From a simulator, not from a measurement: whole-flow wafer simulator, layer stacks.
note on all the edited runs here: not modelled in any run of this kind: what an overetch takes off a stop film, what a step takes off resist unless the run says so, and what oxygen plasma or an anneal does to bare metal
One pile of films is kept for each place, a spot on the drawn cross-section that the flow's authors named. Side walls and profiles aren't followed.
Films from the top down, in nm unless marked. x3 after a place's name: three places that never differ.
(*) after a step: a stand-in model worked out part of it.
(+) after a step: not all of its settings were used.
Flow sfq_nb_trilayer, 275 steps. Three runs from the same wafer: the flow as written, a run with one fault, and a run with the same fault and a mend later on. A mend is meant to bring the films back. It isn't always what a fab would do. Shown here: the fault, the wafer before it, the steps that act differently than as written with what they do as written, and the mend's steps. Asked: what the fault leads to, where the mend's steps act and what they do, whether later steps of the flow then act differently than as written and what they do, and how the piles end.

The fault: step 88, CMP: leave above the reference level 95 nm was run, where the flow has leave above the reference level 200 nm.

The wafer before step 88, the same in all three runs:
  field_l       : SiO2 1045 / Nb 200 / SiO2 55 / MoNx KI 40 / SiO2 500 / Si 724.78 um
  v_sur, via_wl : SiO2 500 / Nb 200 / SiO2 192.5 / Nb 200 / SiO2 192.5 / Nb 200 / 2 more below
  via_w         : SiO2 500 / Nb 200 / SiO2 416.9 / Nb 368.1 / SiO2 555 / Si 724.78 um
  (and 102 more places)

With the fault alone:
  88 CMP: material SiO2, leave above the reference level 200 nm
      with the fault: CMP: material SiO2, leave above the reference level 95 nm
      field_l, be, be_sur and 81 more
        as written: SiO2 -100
        with the fault: SiO2 -205
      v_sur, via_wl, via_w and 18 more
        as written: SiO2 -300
        with the fault: SiO2 -405
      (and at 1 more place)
  Later steps of the flow that act differently than as written (3 more steps differ only slightly, by at most 2% or 0.5 nm, whichever is larger, and aren't shown):
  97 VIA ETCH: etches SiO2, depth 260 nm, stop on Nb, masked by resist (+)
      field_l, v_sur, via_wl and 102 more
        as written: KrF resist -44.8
        with the fault: KrF resist -24.5
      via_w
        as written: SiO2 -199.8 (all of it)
        with the fault: SiO2 -94.8 (all of it)
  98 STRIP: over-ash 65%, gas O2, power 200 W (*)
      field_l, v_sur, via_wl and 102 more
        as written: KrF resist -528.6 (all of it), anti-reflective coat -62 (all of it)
        with the fault: KrF resist -548.9 (all of it), anti-reflective coat -62 (all of it)
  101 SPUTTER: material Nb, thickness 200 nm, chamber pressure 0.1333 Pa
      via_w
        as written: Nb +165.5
        with the fault: Nb +189
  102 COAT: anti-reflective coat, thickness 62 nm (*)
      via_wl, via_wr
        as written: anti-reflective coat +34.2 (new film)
        with the fault: anti-reflective coat +35.9 (new film)
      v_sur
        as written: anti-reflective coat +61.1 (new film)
        with the fault: anti-reflective coat +57.4 (new film)
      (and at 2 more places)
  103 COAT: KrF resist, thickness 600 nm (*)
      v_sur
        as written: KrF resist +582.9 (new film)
        with the fault: KrF resist +595 (new film)
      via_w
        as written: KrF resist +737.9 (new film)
        with the fault: KrF resist +648.4 (new film)
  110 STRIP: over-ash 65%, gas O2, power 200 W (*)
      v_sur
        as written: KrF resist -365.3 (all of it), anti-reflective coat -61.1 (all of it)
        with the fault: KrF resist -377.4 (all of it), anti-reflective coat -57.4 (all of it)
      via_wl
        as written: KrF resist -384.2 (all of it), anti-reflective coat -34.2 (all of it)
        with the fault: KrF resist -395.3 (all of it), anti-reflective coat -35.9 (all of it)
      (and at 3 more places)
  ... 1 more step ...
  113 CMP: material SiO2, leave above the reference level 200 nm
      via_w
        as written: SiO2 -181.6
        with the fault: SiO2 -195.1
  At the end the piles differ from the flow's by more than 2% or 0.5 nm, whichever is larger, at field_l, v_sur, via_wl and 103 more.
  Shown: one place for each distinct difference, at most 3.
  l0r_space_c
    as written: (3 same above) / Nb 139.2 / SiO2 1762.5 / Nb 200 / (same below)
    with the fault: (3 same above) / Nb 139.2 / SiO2 1657.5 / Nb 200 / (same below)
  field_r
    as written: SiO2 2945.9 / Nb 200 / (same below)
    with the fault: SiO2 2840.9 / Nb 200 / (same below)
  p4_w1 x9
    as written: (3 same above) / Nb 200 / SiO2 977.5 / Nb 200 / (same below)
    with the fault: (3 same above) / Nb 200 / SiO2 872.5 / Nb 200 / (same below)

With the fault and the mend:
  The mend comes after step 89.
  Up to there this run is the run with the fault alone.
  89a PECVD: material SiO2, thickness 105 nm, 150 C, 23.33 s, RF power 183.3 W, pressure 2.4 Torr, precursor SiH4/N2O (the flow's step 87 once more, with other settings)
      field_l, v_sur, via_wl and 103 more
        SiO2 +105
  No later step of the flow acts differently than as written, at any place that is followed, by more than 2% or 0.5 nm, whichever is larger.
  At the end the piles are the same as the flow's at every place that both follow.
